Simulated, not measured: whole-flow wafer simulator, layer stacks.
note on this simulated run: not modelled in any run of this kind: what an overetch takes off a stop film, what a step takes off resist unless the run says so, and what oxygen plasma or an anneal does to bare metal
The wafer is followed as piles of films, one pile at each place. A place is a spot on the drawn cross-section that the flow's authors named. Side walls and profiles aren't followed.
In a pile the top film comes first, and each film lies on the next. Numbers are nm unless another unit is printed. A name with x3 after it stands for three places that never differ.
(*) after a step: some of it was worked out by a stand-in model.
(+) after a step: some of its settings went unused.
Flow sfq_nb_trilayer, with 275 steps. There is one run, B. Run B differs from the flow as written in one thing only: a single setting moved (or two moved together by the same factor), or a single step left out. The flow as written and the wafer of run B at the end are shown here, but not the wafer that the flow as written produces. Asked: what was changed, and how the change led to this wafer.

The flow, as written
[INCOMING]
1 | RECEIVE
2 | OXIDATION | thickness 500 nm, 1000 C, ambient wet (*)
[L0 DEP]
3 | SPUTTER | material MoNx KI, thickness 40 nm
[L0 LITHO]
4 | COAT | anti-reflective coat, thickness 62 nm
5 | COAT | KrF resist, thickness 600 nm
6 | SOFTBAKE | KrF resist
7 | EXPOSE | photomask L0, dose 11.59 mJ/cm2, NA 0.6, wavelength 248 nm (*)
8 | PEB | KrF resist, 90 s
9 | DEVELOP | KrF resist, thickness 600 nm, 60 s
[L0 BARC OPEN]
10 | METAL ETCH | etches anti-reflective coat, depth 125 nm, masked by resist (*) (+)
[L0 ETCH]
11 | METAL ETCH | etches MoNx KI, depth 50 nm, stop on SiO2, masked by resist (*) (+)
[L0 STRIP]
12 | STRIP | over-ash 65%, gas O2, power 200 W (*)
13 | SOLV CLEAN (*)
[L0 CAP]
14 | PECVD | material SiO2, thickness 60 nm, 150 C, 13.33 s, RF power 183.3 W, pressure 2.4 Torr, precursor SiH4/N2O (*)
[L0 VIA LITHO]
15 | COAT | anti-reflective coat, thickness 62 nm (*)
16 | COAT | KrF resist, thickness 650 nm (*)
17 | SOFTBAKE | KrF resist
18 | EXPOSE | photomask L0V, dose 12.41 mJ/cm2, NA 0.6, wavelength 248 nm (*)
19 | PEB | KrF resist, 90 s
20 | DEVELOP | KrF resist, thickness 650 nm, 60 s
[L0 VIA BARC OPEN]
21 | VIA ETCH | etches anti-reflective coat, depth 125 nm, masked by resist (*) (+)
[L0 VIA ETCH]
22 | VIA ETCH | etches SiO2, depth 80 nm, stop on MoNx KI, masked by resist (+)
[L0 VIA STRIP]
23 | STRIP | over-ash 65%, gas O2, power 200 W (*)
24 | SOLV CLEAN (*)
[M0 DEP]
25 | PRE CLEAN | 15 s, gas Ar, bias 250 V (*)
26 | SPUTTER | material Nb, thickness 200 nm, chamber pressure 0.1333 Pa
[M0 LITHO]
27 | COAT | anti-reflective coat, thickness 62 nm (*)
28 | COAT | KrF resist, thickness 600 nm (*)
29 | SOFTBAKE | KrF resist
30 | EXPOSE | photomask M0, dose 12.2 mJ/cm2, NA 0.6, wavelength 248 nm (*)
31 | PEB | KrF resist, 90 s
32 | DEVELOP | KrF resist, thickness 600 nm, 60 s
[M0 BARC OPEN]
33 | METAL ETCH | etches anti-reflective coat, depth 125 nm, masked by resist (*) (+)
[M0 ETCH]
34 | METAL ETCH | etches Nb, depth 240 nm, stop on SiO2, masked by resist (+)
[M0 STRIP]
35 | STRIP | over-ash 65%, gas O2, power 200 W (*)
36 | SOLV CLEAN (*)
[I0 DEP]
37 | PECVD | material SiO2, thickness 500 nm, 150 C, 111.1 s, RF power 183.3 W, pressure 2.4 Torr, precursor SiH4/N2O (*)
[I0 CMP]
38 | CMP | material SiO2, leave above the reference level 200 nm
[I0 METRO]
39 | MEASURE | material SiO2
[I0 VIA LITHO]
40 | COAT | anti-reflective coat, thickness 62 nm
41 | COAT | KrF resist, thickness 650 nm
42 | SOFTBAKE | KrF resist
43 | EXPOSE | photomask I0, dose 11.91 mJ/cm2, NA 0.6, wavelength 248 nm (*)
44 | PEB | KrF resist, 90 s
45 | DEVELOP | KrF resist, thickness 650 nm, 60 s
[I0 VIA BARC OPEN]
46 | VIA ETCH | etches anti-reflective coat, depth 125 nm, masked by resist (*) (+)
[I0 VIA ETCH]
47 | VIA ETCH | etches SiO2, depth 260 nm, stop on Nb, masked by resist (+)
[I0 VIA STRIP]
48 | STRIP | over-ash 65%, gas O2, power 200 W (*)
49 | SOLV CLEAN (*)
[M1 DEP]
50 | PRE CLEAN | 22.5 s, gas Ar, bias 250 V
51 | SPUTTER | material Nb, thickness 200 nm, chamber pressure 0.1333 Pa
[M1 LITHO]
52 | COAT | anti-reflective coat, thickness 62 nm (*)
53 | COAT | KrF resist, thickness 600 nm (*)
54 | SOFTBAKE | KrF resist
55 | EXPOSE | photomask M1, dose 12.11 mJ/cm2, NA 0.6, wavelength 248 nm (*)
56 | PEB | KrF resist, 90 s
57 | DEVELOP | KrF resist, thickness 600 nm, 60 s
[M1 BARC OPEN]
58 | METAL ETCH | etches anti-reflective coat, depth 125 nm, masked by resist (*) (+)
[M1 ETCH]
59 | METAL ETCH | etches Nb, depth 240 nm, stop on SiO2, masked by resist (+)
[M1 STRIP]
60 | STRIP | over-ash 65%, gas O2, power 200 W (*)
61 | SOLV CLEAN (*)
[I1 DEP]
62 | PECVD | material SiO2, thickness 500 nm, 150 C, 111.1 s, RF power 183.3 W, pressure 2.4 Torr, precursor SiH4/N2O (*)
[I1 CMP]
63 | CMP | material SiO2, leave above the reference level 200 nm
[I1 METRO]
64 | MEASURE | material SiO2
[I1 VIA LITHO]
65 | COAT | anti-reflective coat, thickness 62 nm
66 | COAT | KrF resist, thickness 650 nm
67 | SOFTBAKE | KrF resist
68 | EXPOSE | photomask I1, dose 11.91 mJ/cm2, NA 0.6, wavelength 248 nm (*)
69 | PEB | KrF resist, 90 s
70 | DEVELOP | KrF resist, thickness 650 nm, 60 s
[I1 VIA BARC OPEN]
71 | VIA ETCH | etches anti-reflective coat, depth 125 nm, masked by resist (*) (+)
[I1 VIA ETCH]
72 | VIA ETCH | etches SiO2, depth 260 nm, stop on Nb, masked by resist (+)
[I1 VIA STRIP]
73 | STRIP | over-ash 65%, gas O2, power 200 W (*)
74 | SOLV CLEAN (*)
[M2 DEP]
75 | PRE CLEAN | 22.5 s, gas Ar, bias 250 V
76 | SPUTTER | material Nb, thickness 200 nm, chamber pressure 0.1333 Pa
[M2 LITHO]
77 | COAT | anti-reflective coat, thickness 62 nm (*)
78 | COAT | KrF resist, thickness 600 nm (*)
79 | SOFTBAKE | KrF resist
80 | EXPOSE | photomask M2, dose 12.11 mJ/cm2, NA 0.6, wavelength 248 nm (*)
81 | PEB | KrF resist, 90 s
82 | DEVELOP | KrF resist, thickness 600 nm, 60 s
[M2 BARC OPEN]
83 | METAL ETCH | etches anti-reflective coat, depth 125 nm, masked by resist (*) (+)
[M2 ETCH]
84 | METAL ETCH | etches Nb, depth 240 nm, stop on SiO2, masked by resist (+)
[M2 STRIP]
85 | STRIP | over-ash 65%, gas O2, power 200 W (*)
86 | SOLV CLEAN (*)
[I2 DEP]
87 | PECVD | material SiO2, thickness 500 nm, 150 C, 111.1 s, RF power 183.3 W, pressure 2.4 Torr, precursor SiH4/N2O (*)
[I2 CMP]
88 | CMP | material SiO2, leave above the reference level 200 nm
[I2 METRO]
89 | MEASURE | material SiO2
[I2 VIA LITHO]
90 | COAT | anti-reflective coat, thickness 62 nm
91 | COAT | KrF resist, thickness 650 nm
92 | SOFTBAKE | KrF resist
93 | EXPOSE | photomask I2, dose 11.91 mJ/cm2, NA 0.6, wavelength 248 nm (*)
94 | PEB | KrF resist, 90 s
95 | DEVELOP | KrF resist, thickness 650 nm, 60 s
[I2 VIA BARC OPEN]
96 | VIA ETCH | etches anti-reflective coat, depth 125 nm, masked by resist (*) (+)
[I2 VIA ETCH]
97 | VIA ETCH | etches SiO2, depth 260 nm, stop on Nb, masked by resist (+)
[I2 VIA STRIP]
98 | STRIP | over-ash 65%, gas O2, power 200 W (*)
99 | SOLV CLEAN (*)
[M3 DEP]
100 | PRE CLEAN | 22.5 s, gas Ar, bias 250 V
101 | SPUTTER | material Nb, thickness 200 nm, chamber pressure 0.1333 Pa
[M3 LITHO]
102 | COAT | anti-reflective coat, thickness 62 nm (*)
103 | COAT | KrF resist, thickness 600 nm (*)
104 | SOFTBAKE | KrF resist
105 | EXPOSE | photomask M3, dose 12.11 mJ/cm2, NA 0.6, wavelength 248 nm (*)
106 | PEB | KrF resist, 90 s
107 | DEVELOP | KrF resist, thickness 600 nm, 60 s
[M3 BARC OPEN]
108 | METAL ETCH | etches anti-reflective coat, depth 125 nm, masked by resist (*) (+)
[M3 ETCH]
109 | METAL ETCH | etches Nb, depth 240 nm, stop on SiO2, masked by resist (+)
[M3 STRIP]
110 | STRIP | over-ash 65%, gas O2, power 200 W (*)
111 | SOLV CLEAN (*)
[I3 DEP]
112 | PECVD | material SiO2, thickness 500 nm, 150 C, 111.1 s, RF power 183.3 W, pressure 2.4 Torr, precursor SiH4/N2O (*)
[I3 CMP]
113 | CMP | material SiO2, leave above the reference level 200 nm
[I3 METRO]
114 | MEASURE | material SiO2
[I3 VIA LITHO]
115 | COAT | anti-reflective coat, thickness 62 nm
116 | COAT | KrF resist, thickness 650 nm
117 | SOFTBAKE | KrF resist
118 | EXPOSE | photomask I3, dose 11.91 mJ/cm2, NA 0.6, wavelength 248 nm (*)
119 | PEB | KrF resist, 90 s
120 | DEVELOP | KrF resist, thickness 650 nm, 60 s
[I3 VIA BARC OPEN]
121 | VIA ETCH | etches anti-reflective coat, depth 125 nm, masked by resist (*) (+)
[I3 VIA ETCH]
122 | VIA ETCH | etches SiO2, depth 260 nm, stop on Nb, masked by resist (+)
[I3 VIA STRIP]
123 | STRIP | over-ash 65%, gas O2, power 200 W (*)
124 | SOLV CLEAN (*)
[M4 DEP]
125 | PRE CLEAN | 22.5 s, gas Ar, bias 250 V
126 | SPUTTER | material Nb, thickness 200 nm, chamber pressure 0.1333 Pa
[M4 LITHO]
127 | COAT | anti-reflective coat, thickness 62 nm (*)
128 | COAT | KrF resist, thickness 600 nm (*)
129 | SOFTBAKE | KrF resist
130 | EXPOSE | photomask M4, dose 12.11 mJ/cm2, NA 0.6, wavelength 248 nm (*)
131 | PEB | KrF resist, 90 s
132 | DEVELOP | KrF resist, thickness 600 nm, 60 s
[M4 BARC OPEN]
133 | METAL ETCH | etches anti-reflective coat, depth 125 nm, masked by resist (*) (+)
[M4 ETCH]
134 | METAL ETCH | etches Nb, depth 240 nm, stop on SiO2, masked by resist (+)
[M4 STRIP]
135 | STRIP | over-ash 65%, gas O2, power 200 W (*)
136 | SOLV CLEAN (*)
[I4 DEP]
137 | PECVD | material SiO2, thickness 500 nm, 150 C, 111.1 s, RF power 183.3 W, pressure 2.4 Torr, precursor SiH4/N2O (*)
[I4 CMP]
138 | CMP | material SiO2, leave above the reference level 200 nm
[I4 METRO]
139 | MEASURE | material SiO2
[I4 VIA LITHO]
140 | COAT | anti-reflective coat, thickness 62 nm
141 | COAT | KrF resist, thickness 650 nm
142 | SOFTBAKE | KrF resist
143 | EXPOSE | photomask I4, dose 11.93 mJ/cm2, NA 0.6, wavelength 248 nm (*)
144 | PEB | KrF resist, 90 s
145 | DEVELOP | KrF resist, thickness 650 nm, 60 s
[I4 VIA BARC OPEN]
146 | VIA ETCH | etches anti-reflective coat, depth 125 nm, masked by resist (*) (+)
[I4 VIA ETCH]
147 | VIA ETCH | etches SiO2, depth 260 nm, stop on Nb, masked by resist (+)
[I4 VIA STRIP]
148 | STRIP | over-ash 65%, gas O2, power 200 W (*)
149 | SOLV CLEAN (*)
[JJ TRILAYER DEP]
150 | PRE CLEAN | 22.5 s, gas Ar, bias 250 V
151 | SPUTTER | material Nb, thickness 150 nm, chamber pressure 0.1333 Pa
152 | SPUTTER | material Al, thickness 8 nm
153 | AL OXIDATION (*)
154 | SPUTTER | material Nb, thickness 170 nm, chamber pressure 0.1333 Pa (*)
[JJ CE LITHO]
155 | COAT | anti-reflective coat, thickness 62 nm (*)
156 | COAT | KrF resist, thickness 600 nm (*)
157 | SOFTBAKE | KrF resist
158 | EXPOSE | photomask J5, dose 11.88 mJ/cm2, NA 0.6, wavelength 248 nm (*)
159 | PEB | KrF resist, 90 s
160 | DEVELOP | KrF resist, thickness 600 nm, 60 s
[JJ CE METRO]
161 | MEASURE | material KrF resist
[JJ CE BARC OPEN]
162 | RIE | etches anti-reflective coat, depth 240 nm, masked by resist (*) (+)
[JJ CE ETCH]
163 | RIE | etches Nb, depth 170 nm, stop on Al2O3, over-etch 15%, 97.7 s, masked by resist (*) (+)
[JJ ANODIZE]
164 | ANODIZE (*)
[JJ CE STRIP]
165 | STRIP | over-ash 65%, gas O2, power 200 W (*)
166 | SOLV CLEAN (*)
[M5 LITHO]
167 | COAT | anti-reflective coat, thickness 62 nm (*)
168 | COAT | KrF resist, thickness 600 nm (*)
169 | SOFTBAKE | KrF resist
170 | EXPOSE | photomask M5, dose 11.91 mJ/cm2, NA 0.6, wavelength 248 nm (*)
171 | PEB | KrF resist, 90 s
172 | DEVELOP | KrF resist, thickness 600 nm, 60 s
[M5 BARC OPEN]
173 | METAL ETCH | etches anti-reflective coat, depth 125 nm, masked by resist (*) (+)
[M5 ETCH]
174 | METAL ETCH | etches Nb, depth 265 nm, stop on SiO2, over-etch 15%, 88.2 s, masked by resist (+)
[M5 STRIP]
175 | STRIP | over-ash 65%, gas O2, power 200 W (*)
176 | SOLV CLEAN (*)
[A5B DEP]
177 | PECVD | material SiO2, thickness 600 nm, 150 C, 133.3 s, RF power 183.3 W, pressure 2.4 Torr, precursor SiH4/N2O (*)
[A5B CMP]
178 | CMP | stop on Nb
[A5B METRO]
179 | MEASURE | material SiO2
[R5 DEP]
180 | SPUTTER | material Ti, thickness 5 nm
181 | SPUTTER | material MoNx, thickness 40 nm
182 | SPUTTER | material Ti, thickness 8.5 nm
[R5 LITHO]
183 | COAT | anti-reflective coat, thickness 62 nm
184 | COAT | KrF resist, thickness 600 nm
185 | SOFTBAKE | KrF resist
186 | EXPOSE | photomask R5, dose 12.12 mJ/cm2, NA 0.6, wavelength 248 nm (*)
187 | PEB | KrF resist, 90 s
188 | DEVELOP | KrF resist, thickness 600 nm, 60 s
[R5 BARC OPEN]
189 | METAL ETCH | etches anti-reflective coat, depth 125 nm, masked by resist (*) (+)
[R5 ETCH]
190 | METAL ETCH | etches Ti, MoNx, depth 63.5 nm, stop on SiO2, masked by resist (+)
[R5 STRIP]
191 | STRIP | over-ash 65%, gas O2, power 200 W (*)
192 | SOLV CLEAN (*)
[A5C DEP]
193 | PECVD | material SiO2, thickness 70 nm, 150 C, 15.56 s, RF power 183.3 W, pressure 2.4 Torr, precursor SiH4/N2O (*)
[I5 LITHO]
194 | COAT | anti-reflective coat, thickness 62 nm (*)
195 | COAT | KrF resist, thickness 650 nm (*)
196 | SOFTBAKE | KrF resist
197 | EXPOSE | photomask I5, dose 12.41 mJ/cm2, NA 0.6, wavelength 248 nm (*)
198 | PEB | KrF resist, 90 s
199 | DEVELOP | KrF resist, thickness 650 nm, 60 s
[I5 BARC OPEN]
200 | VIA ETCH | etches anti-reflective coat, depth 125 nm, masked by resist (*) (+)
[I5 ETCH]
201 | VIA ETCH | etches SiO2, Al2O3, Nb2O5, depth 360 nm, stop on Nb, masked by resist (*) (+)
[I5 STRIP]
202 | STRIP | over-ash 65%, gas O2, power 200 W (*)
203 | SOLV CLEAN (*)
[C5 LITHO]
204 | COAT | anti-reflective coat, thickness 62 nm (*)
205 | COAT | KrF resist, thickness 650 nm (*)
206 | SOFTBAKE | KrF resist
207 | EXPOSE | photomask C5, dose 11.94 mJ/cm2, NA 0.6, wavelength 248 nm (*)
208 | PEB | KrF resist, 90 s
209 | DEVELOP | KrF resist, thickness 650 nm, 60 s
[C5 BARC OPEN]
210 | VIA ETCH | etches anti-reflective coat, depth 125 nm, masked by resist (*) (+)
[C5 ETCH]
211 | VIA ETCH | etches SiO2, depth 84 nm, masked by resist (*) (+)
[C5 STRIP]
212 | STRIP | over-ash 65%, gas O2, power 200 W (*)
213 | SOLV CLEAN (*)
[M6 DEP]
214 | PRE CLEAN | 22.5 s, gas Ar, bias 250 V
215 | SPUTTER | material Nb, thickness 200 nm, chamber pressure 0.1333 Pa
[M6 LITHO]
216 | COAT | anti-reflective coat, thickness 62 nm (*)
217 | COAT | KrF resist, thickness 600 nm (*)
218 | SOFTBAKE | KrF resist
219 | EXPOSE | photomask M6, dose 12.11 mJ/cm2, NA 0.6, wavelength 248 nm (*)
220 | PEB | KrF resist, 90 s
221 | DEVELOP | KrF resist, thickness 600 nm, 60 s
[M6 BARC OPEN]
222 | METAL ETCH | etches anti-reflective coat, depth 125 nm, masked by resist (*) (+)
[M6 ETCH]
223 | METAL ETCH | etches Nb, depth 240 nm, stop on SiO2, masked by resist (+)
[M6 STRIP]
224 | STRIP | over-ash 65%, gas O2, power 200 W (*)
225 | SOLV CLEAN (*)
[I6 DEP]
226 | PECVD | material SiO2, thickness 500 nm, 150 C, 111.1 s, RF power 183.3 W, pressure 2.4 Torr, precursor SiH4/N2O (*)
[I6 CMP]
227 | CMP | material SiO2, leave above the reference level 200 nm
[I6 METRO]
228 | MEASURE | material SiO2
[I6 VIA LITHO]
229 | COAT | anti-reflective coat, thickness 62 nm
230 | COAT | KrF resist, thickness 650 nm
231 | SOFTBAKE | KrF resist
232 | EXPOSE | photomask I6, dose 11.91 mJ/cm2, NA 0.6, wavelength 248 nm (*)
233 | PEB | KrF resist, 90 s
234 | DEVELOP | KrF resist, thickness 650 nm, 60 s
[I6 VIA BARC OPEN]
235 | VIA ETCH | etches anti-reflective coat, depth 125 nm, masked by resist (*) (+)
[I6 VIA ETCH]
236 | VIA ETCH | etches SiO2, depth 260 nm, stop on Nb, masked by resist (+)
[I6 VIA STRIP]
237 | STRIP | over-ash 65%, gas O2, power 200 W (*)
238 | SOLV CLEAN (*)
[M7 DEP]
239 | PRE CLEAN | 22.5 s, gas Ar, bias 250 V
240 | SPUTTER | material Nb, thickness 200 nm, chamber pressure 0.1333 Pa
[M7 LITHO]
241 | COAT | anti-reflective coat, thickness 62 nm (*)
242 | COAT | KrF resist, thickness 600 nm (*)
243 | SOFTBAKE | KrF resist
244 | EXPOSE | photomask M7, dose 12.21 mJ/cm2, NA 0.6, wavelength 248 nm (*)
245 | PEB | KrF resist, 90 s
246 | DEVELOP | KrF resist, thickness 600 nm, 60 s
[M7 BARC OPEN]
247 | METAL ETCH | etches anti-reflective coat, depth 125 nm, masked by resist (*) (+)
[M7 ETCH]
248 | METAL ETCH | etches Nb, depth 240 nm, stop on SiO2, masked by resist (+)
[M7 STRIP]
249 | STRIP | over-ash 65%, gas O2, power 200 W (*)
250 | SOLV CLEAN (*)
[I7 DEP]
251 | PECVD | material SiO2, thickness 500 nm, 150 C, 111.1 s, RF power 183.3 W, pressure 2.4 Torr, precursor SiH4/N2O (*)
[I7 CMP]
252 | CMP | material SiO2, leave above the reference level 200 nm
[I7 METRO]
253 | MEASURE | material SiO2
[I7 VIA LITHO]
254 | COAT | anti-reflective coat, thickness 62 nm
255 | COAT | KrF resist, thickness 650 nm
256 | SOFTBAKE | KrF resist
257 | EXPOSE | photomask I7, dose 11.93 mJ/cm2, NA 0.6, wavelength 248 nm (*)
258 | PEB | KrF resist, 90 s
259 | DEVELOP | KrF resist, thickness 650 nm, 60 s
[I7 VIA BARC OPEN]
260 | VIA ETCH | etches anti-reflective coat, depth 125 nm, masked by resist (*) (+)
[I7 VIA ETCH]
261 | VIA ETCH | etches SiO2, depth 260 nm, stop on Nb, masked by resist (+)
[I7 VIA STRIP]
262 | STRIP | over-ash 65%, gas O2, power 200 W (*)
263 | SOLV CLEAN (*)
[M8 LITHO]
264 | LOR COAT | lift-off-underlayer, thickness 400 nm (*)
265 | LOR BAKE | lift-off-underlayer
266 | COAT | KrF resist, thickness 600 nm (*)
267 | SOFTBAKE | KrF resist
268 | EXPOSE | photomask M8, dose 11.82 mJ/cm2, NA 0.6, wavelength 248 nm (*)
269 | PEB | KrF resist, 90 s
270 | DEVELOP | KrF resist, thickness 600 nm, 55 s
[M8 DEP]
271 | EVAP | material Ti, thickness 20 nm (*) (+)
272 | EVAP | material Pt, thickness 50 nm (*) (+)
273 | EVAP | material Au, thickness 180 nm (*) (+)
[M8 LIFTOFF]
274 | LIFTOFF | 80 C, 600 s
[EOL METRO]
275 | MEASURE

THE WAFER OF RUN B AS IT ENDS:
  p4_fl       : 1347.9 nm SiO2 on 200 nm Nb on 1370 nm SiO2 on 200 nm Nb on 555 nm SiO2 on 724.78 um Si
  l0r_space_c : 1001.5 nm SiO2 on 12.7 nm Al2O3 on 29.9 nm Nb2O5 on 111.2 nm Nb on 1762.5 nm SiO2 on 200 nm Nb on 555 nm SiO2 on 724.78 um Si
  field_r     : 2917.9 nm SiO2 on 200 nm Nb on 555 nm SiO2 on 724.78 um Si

The reason: step 151, SPUTTER: thickness 122 nm was run, though the flow has thickness 150 nm.

How this came from the change, step by step:
  151 | SPUTTER | material Nb, thickness 150 nm, chamber pressure 0.1333 Pa
      field_l, v_sur, via_sp and 100 more: +122 Nb (new film) (as written it would have been: +150 Nb (new film))
      via_wl, via_w, via_wr: +105.9 Nb (as written it would have been: +130.4 Nb)
  155 | COAT | anti-reflective coat, thickness 62 nm (*)
      via_wl, via_wr: +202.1 anti-reflective coat (new film) (as written it would have been: +209.4 anti-reflective coat (new film))
      via_w: +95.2 anti-reflective coat (new film) (as written it would have been: +97.4 anti-reflective coat (new film))
  162 | RIE | etches anti-reflective coat, depth 240 nm, masked by resist (*) (+)
      ce_l, c5j, ce_r, wl_jj: -202.1 KrF resist (as written it would have been: -209.4 KrF resist)
      via_wl, via_wr: -202.1 anti-reflective coat (all of it) (as written it would have been: -209.4 anti-reflective coat (all of it))
      (and at 1 other place as well)
  165 | STRIP | over-ash 65%, gas O2, power 200 W (*)
      ce_l: -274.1 KrF resist (all of it), -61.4 anti-reflective coat (all of it) (as written it would have been: -266.8 KrF resist (all of it), -61.4 anti-reflective coat (all of it))
      c5j: -274.1 KrF resist (all of it), -61.5 anti-reflective coat (all of it) (as written it would have been: -266.9 KrF resist (all of it), -61.5 anti-reflective coat (all of it))
      (and at 2 other places as well)
  167 | COAT | anti-reflective coat, thickness 62 nm (*)
      via_wl: +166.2 anti-reflective coat (new film) (as written it would have been: +170.5 anti-reflective coat (new film))
      via_wr: +166.2 anti-reflective coat (new film) (as written it would have been: +170.6 anti-reflective coat (new film))
      (and at 2 other places as well)
  174 | METAL ETCH | etches Nb, depth 265 nm, stop on SiO2, over-etch 15%, 88.2 s, masked by resist (+)
      field_l, r_sur, res and 50 more: -12.6 Al2O3 (all of it), -29.9 Nb2O5 (all of it), -111.2 Nb (all of it), -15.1 SiO2 (as written it would have been: -12.6 Al2O3 (all of it), -29.9 Nb2O5 (all of it), -139.2 Nb (all of it), -12.3 SiO2)
  175 | STRIP | over-ash 65%, gas O2, power 200 W (*)
      via_wl: -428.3 KrF resist (all of it), -166.2 anti-reflective coat (all of it) (as written it would have been: -427 KrF resist (all of it), -170.5 anti-reflective coat (all of it))
      via_wr: -428.9 KrF resist (all of it), -166.2 anti-reflective coat (all of it) (as written it would have been: -427.6 KrF resist (all of it), -170.6 anti-reflective coat (all of it))
      (and at 2 other places as well)
  178 | CMP | stop on Nb
      field_l, p4_fl, p4_fm and 39 more: -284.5 SiO2 (as written it would have been: -259.3 SiO2)
      r_sur, res, r_end, moat, field_r, lsp_l: -278.4 SiO2 (as written it would have been: -252.3 SiO2)
      (and at 5 other places as well)
